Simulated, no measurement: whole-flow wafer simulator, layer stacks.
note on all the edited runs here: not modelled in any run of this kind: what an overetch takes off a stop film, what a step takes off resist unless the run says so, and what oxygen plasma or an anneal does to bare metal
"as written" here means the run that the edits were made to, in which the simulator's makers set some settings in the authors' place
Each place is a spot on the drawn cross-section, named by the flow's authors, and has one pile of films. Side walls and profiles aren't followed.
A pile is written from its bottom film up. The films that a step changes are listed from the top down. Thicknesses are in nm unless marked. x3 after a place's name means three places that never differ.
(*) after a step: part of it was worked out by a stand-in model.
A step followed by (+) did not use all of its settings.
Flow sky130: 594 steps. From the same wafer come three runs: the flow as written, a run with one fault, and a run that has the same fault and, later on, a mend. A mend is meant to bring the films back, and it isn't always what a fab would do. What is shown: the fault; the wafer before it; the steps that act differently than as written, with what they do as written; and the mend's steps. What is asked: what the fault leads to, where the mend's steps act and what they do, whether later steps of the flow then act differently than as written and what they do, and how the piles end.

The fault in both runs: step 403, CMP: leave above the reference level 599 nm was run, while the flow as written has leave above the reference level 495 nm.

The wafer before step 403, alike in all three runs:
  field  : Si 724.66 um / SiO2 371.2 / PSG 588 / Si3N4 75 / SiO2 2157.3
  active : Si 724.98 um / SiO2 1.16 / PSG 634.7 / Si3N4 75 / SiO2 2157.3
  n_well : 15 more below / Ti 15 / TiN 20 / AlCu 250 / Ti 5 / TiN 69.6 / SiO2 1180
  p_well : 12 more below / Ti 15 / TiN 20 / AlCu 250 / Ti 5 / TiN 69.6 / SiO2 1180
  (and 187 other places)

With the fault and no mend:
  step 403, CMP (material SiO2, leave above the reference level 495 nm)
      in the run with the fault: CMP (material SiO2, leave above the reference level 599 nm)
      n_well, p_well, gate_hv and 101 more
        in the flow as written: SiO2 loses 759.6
        in the run with the fault: SiO2 loses 655.6
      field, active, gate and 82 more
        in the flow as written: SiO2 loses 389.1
        in the run with the fault: SiO2 loses 285.1
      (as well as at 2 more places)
  Steps further on in the flow that do not act as written (not shown: 1 more step that differs only slightly, by at most 2% or 0.5 nm, whichever is larger):
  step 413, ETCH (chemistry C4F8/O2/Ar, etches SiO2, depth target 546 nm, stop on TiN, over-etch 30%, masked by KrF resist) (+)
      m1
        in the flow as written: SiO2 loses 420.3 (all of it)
        in the run with the fault: SiO2 loses 524.3 (all of it)
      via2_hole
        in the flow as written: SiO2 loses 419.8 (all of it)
        in the run with the fault: SiO2 loses 523.8 (all of it)
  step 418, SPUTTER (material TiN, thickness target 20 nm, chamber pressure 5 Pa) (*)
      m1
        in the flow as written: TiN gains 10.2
        in the run with the fault: TiN gains 8.89
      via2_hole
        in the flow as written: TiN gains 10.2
        in the run with the fault: TiN gains 8.88
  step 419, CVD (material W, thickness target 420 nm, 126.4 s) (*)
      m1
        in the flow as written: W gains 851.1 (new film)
        in the run with the fault: W gains 956.4 (new film)
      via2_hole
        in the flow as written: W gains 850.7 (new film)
        in the run with the fault: W gains 956 (new film)
  By the end, the piles at field, active, n_well and 190 more depart from the flow's by more than 2% or 0.5 nm, whichever is larger.
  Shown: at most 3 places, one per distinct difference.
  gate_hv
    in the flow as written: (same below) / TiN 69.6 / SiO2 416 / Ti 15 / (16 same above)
    in the run with the fault: (same below) / TiN 69.6 / SiO2 520 / Ti 15 / (16 same above)
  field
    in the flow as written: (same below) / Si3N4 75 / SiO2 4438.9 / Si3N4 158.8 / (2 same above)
    in the run with the fault: (same below) / Si3N4 75 / SiO2 4542.9 / Si3N4 158.8 / (2 same above)
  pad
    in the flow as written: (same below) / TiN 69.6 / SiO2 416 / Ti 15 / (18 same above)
    in the run with the fault: (same below) / TiN 69.6 / SiO2 520 / Ti 15 / (18 same above)

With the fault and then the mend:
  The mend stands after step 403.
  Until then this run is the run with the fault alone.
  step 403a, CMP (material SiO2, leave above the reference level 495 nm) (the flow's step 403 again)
      field, active, n_well and 188 more
        SiO2 loses 104
  Every later step of the flow that is run acts as written at every place that is followed.
  By the end, the piles equal the flow's at every place that both follow.
